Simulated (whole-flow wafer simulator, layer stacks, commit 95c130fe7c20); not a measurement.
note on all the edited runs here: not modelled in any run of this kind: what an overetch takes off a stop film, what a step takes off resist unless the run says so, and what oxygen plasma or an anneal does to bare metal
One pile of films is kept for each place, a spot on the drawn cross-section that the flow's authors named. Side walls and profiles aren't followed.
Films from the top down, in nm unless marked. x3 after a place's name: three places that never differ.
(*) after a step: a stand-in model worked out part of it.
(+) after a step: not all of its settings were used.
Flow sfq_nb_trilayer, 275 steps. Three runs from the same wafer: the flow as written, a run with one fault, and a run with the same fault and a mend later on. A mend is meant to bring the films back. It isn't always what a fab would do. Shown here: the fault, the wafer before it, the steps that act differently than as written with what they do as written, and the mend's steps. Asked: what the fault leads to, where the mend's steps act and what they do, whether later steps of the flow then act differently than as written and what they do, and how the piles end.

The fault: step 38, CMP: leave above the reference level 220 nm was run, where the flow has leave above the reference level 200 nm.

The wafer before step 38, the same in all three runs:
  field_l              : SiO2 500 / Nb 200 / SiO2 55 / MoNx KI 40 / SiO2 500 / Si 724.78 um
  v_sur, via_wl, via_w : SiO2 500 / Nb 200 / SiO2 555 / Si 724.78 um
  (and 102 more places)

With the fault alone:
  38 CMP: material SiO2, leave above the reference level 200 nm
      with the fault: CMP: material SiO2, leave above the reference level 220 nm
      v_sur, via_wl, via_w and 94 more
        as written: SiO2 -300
        with the fault: SiO2 -280
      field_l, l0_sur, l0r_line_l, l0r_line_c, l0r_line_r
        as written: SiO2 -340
        with the fault: SiO2 -320
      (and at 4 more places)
  Later steps of the flow that act differently than as written (3 more steps differ only slightly, by at most 2% or 0.5 nm, whichever is larger, and aren't shown):
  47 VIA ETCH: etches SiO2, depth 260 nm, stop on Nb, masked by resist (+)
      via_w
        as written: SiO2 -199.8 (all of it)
        with the fault: SiO2 -219.8 (all of it)
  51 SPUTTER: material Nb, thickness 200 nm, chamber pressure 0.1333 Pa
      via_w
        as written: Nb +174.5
        with the fault: Nb +170.8
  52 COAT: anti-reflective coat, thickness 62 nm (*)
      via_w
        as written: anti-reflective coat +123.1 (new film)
        with the fault: anti-reflective coat +127.2 (new film)
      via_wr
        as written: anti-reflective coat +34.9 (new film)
        with the fault: anti-reflective coat +33.7 (new film)
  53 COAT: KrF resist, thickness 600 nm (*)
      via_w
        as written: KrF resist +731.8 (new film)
        with the fault: KrF resist +748.1 (new film)
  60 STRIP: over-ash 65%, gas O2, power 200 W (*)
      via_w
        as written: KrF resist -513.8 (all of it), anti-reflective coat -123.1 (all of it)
        with the fault: KrF resist -530.1 (all of it), anti-reflective coat -127.2 (all of it)
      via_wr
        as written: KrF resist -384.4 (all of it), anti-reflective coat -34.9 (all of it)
        with the fault: KrF resist -383.1 (all of it), anti-reflective coat -33.7 (all of it)
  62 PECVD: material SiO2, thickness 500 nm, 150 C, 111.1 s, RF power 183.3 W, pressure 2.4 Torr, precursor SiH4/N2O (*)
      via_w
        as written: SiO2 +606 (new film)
        with the fault: SiO2 +629.8 (new film)
  At the end the piles differ from the flow's by more than 2% or 0.5 nm, whichever is larger, at v_sur, via_wl, via_w and 30 more.
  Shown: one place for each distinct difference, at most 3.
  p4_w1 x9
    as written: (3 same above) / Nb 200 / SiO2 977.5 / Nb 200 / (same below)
    with the fault: (3 same above) / Nb 200 / SiO2 997.5 / Nb 200 / (same below)
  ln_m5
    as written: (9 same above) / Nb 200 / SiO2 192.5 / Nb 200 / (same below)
    with the fault: (9 same above) / Nb 200 / SiO2 212.5 / Nb 200 / (same below)
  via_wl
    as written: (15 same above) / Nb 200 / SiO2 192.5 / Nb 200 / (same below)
    with the fault: (15 same above) / Nb 200 / SiO2 212.5 / Nb 200 / (same below)

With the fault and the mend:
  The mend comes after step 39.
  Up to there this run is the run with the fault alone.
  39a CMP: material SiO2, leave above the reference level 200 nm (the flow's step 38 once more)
      field_l, v_sur, via_wl and 103 more
        SiO2 -20
  No later step of the flow acts differently than as written at any place that is followed.
  At the end the piles are the same as the flow's at every place that both follow.
